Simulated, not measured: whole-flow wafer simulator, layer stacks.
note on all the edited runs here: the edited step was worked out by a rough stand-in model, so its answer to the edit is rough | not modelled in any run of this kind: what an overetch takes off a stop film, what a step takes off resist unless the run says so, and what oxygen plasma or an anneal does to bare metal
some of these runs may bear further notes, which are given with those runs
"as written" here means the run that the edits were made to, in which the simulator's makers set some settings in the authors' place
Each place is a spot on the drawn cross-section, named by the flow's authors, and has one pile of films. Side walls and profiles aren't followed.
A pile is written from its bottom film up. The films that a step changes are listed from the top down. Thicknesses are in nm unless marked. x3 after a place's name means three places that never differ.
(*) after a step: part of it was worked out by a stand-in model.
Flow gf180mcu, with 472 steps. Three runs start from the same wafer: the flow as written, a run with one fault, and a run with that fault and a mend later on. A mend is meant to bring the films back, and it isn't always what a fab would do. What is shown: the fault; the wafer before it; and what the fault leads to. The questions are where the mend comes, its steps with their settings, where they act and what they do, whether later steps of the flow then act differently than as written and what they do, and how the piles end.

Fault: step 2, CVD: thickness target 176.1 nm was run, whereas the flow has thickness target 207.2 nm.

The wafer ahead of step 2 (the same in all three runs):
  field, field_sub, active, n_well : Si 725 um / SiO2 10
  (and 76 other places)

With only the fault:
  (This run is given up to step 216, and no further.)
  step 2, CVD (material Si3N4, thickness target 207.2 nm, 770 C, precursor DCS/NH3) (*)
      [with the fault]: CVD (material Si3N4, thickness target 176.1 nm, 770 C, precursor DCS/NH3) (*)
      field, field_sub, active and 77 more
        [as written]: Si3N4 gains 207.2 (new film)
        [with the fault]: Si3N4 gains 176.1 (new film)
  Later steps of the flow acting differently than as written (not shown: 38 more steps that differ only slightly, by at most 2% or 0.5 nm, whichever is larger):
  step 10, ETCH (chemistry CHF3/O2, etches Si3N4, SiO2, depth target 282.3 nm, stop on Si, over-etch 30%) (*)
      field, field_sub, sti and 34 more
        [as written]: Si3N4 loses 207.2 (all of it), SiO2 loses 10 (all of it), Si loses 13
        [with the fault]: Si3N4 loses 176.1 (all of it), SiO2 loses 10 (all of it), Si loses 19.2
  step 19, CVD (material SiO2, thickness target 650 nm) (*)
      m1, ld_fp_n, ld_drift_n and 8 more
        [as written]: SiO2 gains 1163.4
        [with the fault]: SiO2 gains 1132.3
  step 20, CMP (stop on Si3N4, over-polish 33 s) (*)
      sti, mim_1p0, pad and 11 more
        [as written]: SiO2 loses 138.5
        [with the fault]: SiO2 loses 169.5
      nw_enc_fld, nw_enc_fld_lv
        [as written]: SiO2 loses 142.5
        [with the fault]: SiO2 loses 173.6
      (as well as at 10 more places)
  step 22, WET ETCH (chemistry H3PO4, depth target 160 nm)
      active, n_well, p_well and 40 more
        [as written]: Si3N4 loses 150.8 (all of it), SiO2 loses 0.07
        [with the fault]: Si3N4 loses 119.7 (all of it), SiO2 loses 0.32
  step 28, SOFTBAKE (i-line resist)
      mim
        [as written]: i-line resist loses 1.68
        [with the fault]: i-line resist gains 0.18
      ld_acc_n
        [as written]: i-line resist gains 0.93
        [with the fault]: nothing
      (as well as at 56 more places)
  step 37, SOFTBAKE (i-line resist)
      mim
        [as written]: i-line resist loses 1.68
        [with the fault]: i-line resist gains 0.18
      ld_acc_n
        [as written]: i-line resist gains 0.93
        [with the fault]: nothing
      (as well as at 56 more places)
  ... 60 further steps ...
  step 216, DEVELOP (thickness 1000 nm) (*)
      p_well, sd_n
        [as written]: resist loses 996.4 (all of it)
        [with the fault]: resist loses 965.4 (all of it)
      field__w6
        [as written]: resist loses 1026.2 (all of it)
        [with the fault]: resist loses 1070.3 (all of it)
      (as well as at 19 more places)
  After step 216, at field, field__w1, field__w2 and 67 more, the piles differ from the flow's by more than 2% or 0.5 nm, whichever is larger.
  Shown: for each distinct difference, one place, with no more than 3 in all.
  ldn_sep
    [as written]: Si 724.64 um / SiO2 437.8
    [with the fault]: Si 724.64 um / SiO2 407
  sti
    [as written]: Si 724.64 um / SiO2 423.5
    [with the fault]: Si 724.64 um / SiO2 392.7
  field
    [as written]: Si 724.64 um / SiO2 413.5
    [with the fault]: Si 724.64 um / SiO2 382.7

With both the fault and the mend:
  The mend stands after step 9.
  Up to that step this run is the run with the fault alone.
  step 9a, STRIP (chemistry O2/N2, power 2160 W, pressure 1700 mTorr) (*)
      active, n_well, p_well and 40 more
        KrF resist loses 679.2 (all of it)
  step 9b, CVD (material Si3N4, thickness target 31.07 nm, 770 C, precursor DCS/NH3) (*) (the flow's step 2, run once more with other settings)
      field, field_sub, active and 77 more
        Si3N4 gains 31.1
  step 9c, HMDS (120 C, 60 s) (the flow's step 4, run once more)
      alters no film at any place that is followed
  step 9d, COAT (KrF resist, thickness 700 nm) (the flow's step 5, run once more)
      field, field_sub, active and 77 more
        KrF resist gains 700 (new film)
  step 9e, SOFTBAKE (KrF resist) (the flow's step 6, run once more)
      alters no film at any place that is followed
  step 9f, EXPOSE (photomask COMP) (the flow's step 7, run once more)
      alters no film at any place that is followed
  step 9g, PEB (KrF resist, 135 C, 90 s) (the flow's step 8, run once more)
      field, field_sub, active and 77 more
        KrF resist loses 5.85
  step 9h, DEVELOP (thickness 700 nm, 60 s) (the flow's step 9, run once more)
      active, n_well, p_well and 40 more
        KrF resist loses 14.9
      field, field_sub, sti and 34 more
        KrF resist loses 694.2 (all of it)
  Later steps of the flow that are run all act as written at every place that is followed, up to a difference of at most 2% or 0.5 nm, whichever is larger.
  At every place that both follow, the piles at the end match the flow's.
